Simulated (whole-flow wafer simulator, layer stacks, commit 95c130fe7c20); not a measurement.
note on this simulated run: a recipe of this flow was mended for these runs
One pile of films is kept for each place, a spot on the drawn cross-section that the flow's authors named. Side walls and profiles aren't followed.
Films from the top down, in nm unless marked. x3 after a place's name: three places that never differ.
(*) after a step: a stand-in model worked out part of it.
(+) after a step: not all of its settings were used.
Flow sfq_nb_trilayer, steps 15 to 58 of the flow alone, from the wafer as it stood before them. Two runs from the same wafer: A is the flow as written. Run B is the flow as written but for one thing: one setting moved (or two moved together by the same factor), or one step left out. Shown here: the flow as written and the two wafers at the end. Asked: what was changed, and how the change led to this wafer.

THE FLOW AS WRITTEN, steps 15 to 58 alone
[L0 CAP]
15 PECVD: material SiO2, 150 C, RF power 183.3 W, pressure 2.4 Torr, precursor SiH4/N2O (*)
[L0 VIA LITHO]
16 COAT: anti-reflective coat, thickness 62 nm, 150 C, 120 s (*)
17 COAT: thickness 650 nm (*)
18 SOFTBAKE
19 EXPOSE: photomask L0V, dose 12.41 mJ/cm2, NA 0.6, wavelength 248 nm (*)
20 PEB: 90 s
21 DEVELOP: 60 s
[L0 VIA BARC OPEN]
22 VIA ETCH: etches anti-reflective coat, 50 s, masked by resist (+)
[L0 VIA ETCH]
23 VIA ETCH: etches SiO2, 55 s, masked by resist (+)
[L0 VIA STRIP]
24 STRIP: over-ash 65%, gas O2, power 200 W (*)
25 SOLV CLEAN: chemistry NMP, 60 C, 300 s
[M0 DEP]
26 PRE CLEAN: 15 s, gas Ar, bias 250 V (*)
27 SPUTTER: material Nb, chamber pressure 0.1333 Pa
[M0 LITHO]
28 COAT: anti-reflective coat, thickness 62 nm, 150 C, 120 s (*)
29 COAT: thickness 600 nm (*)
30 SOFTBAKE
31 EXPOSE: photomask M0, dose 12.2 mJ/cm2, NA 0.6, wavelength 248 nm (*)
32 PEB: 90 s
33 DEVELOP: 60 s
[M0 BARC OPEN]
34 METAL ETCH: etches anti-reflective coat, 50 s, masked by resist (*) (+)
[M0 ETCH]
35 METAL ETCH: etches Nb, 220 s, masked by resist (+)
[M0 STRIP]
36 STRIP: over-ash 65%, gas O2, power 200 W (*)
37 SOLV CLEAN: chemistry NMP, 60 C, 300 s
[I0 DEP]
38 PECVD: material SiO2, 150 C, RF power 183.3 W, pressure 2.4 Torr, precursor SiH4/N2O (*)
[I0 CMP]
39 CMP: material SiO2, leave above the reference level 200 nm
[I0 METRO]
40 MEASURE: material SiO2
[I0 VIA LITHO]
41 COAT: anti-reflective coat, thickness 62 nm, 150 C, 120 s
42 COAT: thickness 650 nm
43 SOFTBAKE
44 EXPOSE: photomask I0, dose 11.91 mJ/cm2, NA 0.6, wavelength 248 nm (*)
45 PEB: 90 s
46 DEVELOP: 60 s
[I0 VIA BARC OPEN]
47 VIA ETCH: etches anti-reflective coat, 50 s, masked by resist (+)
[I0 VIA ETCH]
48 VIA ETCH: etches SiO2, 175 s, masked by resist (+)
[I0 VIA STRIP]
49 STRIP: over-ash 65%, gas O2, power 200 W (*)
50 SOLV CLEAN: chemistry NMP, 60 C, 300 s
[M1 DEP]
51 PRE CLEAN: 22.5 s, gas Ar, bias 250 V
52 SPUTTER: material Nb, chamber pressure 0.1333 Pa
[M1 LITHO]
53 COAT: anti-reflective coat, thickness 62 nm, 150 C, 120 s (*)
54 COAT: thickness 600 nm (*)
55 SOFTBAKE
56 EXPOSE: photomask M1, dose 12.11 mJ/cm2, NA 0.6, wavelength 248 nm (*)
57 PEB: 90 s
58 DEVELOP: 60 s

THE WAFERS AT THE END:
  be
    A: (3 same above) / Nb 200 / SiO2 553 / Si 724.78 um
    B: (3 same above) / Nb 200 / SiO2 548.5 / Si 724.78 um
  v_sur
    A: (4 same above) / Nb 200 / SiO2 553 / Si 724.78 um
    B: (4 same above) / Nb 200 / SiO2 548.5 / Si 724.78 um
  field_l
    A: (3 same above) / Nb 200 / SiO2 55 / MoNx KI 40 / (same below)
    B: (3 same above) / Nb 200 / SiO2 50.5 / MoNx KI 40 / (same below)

The cause: step 15, PECVD: pressure 2.69 Torr was run, where the flow has pressure 2.4 Torr.

How the change led to this, step by step:
  15 PECVD: material SiO2, 150 C, RF power 183.3 W, pressure 2.4 Torr, precursor SiH4/N2O (*)
      v_sur, via_wl, via_w and 97 more: A SiO2 +60 | B SiO2 +55.5
      field_l, l0_sur, l0v, l0r_line_l, l0r_line_c, l0r_line_r: A SiO2 +60 (new film) | B SiO2 +55.5 (new film)
  23 VIA ETCH: etches SiO2, 55 s, masked by resist (+)
      l0v: A SiO2 -59.7 (all of it), MoNx KI -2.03 | B SiO2 -55.2 (all of it), MoNx KI -2.48
  28 COAT: anti-reflective coat, thickness 62 nm, 150 C, 120 s (*)
      l0_sur: A anti-reflective coat +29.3 (new film) | B anti-reflective coat +30.6 (new film)
      l0v: A anti-reflective coat +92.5 (new film) | B anti-reflective coat +90.4 (new film)
  36 STRIP: over-ash 65%, gas O2, power 200 W (*)
      l0_sur: A KrF-resist-other-grade -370 (all of it), anti-reflective coat -29.3 (all of it) | B KrF-resist-other-grade -369.3 (all of it), anti-reflective coat -30.6 (all of it)
      l0v: A KrF-resist-other-grade -374.1 (all of it), anti-reflective coat -92.5 (all of it) | B KrF-resist-other-grade -372.3 (all of it), anti-reflective coat -90.4 (all of it)
